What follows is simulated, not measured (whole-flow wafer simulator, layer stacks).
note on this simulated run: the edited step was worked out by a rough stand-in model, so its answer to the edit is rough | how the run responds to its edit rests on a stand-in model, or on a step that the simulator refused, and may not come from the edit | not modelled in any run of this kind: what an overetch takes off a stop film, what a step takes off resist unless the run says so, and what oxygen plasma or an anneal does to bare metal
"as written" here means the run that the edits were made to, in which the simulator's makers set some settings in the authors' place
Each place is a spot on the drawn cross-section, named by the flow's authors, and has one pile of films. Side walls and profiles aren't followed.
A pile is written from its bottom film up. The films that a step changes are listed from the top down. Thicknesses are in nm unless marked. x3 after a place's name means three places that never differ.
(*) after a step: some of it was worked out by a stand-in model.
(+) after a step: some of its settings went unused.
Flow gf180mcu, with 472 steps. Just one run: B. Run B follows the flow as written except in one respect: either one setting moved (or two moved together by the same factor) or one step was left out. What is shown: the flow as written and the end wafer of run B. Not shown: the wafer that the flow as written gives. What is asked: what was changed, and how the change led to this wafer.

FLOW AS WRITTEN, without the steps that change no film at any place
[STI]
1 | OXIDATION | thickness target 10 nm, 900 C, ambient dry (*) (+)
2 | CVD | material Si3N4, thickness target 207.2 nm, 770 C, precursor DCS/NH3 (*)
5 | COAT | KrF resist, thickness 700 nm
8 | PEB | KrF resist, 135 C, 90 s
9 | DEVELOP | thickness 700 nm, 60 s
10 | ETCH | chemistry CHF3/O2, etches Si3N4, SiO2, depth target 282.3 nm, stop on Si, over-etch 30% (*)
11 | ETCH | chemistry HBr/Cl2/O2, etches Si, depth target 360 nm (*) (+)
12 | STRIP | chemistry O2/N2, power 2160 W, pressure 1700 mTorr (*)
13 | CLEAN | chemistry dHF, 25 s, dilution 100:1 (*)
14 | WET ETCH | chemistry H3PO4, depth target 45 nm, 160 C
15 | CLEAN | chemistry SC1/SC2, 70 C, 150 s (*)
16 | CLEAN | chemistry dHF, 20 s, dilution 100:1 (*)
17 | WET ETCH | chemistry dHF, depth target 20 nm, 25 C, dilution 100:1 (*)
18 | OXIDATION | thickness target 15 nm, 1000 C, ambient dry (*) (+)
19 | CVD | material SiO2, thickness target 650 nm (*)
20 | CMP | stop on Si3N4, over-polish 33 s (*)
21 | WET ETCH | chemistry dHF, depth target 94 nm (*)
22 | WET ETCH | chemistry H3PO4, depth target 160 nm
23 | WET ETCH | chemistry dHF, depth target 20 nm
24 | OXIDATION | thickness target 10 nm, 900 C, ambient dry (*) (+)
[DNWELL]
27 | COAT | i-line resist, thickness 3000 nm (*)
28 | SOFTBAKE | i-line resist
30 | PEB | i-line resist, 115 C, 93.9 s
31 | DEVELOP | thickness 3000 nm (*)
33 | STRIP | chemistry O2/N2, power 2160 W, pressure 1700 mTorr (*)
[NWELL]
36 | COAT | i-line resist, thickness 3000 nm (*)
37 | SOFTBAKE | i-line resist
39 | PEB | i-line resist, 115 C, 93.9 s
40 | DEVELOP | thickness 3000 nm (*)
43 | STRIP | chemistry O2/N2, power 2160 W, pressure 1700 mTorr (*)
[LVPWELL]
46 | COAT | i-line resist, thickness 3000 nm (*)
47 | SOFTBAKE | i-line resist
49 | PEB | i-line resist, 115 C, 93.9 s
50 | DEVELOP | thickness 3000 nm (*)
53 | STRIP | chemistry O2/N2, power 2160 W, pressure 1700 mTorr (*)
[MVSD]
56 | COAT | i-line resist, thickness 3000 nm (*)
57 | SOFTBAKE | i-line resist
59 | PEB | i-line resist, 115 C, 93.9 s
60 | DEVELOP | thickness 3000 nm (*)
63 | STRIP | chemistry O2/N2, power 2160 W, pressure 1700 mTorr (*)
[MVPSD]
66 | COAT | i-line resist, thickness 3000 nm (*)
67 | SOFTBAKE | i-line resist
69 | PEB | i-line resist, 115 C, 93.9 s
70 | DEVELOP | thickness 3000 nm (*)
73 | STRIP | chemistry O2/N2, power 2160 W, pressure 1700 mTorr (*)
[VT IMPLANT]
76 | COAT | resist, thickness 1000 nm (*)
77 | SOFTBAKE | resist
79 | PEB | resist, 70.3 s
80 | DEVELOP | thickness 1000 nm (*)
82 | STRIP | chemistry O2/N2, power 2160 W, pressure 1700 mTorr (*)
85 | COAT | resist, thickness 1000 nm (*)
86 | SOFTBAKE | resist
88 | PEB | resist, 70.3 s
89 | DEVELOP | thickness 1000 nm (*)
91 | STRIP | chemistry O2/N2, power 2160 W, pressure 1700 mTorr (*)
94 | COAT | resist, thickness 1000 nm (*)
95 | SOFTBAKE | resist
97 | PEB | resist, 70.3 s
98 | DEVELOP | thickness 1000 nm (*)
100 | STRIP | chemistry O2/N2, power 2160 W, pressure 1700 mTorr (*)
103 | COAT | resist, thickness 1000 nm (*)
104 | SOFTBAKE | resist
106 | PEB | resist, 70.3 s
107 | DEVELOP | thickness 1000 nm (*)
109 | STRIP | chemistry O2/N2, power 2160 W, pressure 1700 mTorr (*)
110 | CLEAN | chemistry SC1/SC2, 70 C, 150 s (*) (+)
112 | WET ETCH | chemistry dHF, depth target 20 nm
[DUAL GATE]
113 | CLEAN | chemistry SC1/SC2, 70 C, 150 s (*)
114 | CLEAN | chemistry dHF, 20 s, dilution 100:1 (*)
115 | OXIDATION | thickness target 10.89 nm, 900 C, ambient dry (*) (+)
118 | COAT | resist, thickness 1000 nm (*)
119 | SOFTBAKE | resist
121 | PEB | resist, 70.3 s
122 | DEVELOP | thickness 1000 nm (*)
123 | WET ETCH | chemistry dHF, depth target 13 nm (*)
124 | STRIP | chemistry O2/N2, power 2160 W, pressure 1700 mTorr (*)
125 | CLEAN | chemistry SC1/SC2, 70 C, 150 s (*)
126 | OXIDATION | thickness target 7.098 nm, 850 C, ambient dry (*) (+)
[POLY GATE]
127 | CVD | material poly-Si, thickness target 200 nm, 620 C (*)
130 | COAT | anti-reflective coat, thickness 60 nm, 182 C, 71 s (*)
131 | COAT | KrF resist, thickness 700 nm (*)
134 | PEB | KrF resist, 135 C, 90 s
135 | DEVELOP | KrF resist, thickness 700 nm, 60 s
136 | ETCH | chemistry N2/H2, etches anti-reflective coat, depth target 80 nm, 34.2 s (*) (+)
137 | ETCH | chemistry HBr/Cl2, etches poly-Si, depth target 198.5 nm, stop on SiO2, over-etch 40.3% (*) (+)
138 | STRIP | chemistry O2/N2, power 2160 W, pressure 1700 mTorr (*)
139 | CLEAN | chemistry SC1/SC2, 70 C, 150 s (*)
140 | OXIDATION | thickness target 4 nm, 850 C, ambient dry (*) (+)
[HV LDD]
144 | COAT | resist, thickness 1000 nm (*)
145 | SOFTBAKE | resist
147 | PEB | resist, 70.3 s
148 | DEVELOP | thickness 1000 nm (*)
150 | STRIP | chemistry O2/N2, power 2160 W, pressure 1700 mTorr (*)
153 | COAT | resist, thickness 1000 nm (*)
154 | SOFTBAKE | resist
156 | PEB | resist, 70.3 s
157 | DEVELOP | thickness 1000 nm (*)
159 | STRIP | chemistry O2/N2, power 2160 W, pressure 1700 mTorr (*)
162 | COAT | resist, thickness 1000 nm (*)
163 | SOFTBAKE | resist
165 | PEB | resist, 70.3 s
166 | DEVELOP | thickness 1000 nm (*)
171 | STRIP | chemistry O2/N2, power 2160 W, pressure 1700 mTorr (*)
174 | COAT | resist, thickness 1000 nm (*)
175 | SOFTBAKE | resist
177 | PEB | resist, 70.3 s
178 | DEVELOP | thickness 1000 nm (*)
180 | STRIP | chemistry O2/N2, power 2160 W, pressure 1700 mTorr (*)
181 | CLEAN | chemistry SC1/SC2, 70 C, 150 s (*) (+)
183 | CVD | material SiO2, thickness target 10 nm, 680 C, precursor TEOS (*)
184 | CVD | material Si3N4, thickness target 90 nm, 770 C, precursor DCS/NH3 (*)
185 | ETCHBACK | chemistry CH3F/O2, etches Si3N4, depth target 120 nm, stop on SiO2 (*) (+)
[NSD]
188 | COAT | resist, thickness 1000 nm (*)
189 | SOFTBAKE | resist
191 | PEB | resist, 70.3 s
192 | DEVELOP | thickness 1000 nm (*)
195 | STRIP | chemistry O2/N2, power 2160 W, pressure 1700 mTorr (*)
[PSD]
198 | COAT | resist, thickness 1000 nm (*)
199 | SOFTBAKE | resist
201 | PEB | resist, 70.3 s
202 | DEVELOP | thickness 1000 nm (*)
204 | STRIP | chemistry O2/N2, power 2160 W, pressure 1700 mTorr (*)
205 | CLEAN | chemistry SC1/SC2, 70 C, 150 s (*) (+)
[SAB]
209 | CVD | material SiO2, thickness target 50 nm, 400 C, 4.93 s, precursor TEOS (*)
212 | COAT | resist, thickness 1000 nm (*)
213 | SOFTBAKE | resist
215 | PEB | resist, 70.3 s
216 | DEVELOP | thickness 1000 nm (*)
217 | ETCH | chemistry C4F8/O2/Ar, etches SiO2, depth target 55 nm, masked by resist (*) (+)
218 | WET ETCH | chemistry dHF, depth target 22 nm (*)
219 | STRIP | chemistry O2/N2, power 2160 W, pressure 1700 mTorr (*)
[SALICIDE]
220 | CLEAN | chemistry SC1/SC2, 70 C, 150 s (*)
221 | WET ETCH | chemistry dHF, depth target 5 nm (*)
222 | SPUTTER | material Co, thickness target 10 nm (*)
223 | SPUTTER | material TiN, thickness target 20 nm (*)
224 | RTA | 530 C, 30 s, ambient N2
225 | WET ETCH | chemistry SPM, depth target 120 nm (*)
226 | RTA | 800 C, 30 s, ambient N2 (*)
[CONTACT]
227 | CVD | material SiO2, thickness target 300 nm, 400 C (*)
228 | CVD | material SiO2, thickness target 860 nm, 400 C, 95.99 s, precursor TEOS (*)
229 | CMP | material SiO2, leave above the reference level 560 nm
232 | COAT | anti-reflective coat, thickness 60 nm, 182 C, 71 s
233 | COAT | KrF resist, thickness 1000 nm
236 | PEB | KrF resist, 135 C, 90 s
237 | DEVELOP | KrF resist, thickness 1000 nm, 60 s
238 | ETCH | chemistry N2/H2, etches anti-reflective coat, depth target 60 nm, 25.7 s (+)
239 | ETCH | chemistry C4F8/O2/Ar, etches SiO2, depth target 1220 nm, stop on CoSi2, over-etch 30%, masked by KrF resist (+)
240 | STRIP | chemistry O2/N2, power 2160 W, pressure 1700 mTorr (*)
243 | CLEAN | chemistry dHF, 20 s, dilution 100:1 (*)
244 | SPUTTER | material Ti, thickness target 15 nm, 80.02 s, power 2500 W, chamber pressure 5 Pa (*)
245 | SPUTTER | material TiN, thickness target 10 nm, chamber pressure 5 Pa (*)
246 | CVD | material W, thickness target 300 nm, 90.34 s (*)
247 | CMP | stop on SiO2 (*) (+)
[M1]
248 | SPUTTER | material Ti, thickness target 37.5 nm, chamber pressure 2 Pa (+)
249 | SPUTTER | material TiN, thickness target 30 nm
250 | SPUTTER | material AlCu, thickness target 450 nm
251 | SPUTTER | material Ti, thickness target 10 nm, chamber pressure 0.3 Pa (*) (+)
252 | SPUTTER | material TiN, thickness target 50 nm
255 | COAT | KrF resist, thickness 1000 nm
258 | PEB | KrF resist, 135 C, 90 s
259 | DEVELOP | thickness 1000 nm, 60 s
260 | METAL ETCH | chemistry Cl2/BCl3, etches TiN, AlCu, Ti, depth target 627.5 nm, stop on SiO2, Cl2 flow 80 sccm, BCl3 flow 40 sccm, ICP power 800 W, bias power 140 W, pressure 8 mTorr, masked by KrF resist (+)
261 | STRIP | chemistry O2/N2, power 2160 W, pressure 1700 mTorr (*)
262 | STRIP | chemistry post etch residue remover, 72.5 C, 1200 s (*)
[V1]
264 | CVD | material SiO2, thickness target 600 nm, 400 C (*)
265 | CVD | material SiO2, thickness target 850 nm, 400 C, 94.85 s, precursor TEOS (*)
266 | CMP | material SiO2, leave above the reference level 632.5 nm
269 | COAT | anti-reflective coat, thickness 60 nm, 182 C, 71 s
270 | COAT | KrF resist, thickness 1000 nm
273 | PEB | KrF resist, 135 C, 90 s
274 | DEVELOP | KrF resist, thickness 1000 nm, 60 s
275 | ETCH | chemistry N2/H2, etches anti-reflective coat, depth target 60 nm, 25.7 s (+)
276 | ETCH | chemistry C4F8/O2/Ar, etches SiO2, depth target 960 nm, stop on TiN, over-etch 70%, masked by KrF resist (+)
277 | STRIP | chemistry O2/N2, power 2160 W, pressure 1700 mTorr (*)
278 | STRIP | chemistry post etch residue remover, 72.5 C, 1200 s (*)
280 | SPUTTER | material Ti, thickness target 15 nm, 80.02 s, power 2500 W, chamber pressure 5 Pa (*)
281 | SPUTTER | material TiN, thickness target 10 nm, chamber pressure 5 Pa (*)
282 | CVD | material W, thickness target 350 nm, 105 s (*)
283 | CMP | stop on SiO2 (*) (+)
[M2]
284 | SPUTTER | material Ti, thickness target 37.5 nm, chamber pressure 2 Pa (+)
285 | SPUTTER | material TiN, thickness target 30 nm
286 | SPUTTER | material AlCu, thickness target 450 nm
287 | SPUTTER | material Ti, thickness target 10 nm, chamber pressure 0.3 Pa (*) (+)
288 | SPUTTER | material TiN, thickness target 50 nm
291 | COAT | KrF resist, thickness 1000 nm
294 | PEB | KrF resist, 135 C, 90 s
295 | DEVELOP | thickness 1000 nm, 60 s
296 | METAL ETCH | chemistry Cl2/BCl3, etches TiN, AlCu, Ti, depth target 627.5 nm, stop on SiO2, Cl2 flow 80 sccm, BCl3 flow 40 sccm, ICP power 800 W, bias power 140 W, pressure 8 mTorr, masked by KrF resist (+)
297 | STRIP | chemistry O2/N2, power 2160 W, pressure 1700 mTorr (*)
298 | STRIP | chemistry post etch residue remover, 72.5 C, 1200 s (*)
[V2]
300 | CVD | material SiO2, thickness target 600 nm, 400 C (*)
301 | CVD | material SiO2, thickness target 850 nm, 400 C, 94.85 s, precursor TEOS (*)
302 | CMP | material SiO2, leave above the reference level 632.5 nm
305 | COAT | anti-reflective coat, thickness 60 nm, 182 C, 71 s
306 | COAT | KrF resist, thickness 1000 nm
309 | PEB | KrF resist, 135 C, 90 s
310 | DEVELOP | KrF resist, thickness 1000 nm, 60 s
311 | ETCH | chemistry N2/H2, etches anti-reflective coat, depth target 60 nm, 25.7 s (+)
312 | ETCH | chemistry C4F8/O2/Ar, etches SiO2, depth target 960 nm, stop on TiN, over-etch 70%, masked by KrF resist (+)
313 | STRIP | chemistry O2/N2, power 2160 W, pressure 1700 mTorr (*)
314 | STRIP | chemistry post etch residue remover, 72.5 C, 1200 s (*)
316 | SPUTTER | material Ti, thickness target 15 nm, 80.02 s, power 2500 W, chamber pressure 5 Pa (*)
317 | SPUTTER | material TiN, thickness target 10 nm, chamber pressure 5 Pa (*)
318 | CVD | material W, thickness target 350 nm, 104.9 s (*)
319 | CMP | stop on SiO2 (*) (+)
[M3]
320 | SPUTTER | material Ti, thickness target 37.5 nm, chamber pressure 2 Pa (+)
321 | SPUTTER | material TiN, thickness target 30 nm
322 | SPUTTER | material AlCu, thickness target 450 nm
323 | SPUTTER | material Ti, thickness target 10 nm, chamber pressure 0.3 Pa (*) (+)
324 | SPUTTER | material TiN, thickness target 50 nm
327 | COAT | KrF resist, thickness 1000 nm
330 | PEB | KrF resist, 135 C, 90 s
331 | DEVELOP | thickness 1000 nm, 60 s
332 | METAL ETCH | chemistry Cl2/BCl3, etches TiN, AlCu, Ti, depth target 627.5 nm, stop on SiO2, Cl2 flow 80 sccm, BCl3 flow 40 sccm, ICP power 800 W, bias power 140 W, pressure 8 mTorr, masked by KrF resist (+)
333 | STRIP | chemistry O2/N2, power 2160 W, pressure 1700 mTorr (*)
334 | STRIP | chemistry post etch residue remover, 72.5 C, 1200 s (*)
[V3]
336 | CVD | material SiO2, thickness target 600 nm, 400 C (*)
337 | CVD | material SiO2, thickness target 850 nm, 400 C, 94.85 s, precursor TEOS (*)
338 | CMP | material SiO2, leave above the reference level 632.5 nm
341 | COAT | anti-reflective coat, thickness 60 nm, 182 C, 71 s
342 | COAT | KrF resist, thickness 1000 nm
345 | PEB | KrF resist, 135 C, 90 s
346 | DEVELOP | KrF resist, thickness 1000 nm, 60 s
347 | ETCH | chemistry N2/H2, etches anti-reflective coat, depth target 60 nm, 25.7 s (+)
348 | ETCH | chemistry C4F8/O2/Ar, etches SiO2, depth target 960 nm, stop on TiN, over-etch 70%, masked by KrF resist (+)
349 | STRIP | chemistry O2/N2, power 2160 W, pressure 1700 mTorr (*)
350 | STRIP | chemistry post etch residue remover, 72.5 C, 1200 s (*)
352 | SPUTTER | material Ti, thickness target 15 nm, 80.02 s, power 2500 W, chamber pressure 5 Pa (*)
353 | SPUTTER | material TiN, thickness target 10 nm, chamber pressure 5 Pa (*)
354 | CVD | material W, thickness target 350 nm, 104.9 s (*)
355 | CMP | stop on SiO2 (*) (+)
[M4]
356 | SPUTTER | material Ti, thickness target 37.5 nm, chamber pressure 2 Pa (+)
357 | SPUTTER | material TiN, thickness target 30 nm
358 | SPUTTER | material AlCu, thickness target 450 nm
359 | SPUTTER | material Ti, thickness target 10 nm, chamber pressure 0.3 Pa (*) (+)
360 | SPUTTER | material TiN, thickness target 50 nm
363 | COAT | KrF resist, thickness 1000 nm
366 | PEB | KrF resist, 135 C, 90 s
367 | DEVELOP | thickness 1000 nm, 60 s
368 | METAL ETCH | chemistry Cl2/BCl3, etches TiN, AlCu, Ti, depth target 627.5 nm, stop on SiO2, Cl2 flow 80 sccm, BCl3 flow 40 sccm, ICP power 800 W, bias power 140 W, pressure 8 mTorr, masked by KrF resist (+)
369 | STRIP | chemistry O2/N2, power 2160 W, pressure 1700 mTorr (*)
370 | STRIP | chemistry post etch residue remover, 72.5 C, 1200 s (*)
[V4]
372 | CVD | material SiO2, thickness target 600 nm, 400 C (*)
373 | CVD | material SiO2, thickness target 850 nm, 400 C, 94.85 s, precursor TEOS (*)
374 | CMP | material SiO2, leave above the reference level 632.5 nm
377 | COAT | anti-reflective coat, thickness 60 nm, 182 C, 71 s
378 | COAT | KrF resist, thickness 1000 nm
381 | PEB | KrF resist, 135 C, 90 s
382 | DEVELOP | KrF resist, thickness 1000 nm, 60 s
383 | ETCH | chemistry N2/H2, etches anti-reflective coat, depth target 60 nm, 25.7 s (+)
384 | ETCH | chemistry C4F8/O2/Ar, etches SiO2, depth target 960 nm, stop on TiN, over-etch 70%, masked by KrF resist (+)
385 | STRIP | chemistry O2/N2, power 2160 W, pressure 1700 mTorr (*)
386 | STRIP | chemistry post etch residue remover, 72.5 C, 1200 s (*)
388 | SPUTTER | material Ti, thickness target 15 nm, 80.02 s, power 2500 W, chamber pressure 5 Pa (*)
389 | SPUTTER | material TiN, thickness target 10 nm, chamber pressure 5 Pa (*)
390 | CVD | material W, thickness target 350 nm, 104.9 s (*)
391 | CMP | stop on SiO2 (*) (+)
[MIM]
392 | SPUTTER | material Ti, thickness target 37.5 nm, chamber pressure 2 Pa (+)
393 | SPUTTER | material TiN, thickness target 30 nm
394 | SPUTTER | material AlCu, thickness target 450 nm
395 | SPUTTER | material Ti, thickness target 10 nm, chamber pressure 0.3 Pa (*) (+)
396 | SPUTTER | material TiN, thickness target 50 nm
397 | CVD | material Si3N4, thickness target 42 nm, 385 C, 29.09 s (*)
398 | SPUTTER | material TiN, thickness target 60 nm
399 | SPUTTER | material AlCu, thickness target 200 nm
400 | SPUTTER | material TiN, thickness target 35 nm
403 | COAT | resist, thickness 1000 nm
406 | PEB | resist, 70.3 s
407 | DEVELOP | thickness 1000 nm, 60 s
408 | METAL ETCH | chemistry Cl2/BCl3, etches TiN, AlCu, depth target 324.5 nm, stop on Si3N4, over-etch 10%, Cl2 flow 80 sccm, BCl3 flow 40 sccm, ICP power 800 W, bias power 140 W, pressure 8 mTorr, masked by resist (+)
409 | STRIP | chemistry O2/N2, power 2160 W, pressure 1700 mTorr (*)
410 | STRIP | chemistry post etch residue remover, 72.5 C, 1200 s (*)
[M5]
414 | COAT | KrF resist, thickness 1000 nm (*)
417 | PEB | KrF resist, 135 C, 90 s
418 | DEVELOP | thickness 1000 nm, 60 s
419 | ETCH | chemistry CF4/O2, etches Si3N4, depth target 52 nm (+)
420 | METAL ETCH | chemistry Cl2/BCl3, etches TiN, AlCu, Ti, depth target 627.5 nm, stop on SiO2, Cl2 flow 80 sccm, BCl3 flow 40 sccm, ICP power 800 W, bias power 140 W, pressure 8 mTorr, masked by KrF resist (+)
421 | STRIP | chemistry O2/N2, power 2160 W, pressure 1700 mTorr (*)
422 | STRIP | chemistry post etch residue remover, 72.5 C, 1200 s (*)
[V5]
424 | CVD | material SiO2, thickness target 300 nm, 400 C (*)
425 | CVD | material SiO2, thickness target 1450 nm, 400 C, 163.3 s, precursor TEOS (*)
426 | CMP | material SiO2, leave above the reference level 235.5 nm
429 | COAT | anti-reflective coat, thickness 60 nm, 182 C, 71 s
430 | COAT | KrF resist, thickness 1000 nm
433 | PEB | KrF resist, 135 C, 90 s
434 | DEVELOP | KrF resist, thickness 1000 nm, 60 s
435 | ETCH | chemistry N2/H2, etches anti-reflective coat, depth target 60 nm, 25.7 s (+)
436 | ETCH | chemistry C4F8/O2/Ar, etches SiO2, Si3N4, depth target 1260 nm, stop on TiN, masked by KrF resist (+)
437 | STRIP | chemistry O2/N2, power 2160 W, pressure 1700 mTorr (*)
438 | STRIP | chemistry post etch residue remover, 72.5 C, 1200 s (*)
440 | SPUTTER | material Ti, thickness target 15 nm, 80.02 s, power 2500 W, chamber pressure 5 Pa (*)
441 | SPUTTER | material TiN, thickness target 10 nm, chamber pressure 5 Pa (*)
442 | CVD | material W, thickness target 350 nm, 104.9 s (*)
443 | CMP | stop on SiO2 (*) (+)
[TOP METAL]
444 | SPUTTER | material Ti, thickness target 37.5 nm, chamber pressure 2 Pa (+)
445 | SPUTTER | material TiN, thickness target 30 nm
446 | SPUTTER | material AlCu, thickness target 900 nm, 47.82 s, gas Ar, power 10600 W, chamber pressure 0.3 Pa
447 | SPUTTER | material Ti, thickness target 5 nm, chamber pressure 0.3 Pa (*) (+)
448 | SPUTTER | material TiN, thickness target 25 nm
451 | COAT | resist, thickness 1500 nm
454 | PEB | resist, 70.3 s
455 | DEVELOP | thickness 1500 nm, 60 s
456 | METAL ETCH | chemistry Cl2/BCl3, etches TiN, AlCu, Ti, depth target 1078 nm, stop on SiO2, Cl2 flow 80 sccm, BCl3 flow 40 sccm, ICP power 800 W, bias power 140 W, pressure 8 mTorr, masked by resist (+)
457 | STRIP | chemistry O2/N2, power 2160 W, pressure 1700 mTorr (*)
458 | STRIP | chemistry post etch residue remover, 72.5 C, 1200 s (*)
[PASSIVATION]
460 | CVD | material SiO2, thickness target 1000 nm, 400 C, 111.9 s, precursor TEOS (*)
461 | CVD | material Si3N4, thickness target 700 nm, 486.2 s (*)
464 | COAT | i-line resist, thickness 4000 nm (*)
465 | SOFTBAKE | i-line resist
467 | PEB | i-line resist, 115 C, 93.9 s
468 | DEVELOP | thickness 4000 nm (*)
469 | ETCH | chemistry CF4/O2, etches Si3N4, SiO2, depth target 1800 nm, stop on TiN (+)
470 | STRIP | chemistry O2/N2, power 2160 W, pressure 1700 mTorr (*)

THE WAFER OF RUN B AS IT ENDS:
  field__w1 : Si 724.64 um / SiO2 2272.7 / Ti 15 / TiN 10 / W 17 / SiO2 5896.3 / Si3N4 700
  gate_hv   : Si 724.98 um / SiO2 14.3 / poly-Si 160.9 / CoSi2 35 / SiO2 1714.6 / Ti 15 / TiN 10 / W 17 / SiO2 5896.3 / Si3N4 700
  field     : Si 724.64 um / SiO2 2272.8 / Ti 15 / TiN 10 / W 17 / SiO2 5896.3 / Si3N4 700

What caused this: step 265, CVD: thickness target 468 nm was run, though the flow has thickness target 850 nm; step 265, CVD: 52.17 s was run, where the flow has 94.85 s.

The path from the change to this, step by step:
  265 | CVD | material SiO2, thickness target 850 nm, 400 C, 94.85 s, precursor TEOS (*)
      field, field__w1, field__w2 and 108 more: +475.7 SiO2 (as written it would have been: +850 SiO2)
  266 | CMP | material SiO2, leave above the reference level 632.5 nm
      field, field__w1, field__w2 and 99 more: nothing (as written it would have been: -300 SiO2)
      field__w8, contact, m1 and 6 more: -502.8 SiO2 (as written it would have been: -877.1 SiO2)
  269 | COAT | anti-reflective coat, thickness 60 nm, 182 C, 71 s
      field: +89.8 anti-reflective coat (new film) (as written it would have been: +60 anti-reflective coat (new film))
      field__w8: +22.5 anti-reflective coat (new film) (as written it would have been: +60 anti-reflective coat (new film))
      (also at 16 further places)
  270 | COAT | KrF resist, thickness 1000 nm
      contact: +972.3 KrF resist (new film) (as written it would have been: +1000 KrF resist (new film))
      m1: +968.5 KrF resist (new film) (as written it would have been: +1000 KrF resist (new film))
      (also at 2 further places)
  274 | DEVELOP | KrF resist, thickness 1000 nm, 60 s
      contact: -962 KrF resist (all of it) (as written it would have been: -989.5 KrF resist (all of it))
  275 | ETCH | chemistry N2/H2, etches anti-reflective coat, depth target 60 nm, 25.7 s (+)
      contact: -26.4 anti-reflective coat (all of it), -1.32 SiO2 (as written it would have been: -60 anti-reflective coat (all of it), -0.46 SiO2)
  277 | STRIP | chemistry O2/N2, power 2160 W, pressure 1700 mTorr (*)
      field: -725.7 KrF resist (all of it), -89.8 anti-reflective coat (all of it) (as written it would have been: -739.2 KrF resist (all of it), -60 anti-reflective coat (all of it))
      field__w8: -730.2 KrF resist (all of it), -22.5 anti-reflective coat (all of it) (as written it would have been: -739.2 KrF resist (all of it), -60 anti-reflective coat (all of it))
      (also at 15 further places)
  282 | CVD | material W, thickness target 350 nm, 105 s (*)
      contact: +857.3 W (new film) (as written it would have been: +932.3 W (new film))
  283 | CMP | stop on SiO2 (*) (+)
      field, field__w1, field__w2 and 99 more: -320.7 W (as written it would have been: -350 W (all of it), -10 TiN (all of it), -15 Ti (all of it), -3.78 SiO2)
      field__w8, m1, m1__w1, polyc_n, polyc_n_rim, polyc_p, polyc_p_rim, m1_nw: -350 W (all of it), -10 TiN (all of it), -15 Ti (all of it), -20 SiO2 (as written it would have been: -350 W (all of it), -10 TiN (all of it), -15 Ti (all of it), -3.78 SiO2)
      (also at 1 further place)
  296 | METAL ETCH | chemistry Cl2/BCl3, etches TiN, AlCu, Ti, depth target 627.5 nm, stop on SiO2, Cl2 flow 80 sccm, BCl3 flow 40 sccm, ICP power 800 W, bias power 140 W, pressure 8 mTorr, masked by KrF resist (+)
      field, field__w1, field__w2 and 99 more: -50 TiN (all of it), -10 Ti (all of it), -450 AlCu (all of it), -30 TiN (all of it), -37.5 Ti (all of it), -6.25 W (as written it would have been: -50 TiN (all of it), -10 Ti (all of it), -450 AlCu (all of it), -30 TiN (all of it), -37.5 Ti (all of it))
  298 | STRIP | chemistry post etch residue remover, 72.5 C, 1200 s (*)
      field, field__w1, field__w2 and 99 more: -6.01 W (as written it would have been: nothing)
  300 | CVD | material SiO2, thickness target 600 nm, 400 C (*)
      field, field__w1, field__w2 and 99 more: +600 SiO2 (new film) (as written it would have been: +600 SiO2)
  302 | CMP | material SiO2, leave above the reference level 632.5 nm
      field, field__w1, field__w2 and 99 more: -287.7 SiO2 (as written it would have been: -300 SiO2)
Taking metal films that touch as one body, field__w1 has 1 body; the flow as written gives 0 bodies.
Taking metal films that touch as one body, gate_hv has 2 bodies (between them, from the top down: SiO2 1714.6); the flow as written gives 1 body.
Taking metal films that touch as one body, field has 1 body; the flow as written gives 0 bodies.
